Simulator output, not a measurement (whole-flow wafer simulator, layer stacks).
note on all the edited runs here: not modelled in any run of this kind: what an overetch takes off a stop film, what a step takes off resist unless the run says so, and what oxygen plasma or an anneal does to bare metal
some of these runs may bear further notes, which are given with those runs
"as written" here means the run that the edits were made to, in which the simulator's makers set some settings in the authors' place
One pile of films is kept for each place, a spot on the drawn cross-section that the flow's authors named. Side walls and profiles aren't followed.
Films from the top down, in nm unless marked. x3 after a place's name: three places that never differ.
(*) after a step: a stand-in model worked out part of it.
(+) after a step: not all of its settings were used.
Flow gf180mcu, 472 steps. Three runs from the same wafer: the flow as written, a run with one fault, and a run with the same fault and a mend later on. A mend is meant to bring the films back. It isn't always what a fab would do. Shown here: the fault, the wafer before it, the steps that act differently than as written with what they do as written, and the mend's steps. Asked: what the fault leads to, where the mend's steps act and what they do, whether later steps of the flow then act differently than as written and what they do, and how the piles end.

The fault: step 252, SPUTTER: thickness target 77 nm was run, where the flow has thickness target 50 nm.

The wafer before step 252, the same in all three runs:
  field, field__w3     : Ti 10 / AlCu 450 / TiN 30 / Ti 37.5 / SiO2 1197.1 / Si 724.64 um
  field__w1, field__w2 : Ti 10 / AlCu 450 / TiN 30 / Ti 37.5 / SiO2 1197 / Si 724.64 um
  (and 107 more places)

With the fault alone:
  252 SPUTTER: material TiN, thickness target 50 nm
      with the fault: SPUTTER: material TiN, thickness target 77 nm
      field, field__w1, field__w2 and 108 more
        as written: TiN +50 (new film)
        with the fault: TiN +77 (new film)
  Later steps of the flow that act differently than as written (3 more steps differ only slightly, by at most 2% or 0.5 nm, whichever is larger, and aren't shown):
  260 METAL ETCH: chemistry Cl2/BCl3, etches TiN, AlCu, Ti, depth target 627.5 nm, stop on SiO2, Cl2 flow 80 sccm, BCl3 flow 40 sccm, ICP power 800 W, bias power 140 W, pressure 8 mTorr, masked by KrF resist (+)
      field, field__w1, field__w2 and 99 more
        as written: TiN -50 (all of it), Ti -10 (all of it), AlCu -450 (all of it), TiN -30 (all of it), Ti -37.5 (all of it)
        with the fault: TiN -77 (all of it), Ti -10 (all of it), AlCu -450 (all of it), TiN -30 (all of it), Ti -37.5 (all of it)
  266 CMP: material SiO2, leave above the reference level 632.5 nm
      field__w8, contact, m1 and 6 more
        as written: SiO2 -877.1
        with the fault: SiO2 -904.1
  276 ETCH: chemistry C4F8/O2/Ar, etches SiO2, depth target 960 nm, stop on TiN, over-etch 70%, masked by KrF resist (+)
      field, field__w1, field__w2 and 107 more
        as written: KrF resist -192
        with the fault: KrF resist -185.5
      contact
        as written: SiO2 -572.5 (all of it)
        with the fault: SiO2 -545.5 (all of it)
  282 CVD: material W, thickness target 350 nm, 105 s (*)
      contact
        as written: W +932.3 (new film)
        with the fault: W +905 (new film)
  At the end the piles differ from the flow's by more than 2% or 0.5 nm, whichever is larger, at field__w8, contact, m1 and 6 more.
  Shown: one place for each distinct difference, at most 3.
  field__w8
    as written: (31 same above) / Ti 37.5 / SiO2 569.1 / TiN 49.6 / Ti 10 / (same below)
    with the fault: (31 same above) / Ti 37.5 / SiO2 542.1 / TiN 76.6 / Ti 10 / (same below)
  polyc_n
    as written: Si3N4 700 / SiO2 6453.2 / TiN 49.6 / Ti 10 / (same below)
    with the fault: Si3N4 700 / SiO2 6426.2 / TiN 76.6 / Ti 10 / (same below)
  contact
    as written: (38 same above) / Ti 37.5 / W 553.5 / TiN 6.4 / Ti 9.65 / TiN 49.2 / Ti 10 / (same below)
    with the fault: (38 same above) / Ti 37.5 / W 526.2 / TiN 6.51 / Ti 9.81 / TiN 76.2 / Ti 10 / (same below)

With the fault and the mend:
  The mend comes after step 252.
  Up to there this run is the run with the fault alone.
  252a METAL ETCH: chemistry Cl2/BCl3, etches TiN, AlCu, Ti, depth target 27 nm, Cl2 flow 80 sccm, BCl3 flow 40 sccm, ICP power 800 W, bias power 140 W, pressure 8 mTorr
      field, field__w1, field__w2 and 108 more
        TiN -27
  No later step of the flow acts differently than as written at any place that is followed.
  At the end the piles are the same as the flow's at every place that both follow.
